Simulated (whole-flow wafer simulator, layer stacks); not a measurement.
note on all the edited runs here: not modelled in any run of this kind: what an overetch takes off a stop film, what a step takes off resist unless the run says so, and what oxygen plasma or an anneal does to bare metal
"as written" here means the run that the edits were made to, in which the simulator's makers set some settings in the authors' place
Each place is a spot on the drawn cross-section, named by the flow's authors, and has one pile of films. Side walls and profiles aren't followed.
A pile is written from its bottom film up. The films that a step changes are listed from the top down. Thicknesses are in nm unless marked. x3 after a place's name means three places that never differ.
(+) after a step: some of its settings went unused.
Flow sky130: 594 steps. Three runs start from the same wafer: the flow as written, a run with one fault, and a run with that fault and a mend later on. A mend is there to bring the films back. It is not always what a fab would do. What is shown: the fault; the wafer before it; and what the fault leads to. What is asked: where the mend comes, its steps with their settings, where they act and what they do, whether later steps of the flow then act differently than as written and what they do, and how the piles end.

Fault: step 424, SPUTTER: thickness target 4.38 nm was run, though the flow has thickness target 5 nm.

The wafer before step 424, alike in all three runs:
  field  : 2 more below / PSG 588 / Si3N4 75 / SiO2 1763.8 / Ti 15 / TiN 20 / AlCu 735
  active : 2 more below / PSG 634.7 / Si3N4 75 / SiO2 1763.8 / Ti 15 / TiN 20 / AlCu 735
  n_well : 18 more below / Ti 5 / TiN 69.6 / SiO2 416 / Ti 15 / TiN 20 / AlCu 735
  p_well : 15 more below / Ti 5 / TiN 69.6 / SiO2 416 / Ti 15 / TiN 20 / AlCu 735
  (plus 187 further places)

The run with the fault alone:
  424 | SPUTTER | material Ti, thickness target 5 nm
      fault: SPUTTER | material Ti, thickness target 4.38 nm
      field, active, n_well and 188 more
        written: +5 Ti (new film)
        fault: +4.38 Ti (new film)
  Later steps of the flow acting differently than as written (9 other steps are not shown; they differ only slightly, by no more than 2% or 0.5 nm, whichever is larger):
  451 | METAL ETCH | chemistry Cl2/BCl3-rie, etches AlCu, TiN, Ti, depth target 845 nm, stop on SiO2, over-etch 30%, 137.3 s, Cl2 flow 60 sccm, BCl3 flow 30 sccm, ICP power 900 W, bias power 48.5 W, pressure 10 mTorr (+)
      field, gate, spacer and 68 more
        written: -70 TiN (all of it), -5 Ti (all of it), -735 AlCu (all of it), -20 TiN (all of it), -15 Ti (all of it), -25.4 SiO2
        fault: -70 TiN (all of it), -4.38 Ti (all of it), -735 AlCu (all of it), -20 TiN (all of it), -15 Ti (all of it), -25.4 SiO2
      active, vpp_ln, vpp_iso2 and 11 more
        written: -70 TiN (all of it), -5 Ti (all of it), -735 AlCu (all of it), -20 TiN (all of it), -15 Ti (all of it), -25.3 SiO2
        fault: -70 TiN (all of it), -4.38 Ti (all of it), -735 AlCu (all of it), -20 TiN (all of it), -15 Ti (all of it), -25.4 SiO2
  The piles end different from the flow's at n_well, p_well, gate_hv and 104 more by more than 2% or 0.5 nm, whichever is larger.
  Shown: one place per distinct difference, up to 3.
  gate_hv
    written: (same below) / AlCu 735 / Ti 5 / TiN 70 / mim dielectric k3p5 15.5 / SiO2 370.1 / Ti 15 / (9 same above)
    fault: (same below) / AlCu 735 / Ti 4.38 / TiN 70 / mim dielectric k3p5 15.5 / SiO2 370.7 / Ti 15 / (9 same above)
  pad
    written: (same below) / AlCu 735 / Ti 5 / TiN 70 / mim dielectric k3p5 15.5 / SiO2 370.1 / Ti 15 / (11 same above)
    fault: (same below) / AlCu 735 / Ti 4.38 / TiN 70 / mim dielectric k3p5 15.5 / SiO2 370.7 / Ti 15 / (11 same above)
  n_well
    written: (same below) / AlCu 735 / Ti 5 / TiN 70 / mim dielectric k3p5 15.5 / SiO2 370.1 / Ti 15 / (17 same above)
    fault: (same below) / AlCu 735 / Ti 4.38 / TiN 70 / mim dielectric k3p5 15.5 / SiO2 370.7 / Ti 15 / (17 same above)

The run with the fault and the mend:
  The mend follows step 424.
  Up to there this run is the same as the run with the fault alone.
  424a | SPUTTER | material Ti, thickness target 0.62 nm (a further turn of the flow's step 424, with different settings)
      field, active, n_well and 188 more
        +0.62 Ti
  Later steps of the flow that are run all act as written at every place that is followed.
  The piles end the same as the flow's at every place that both follow.
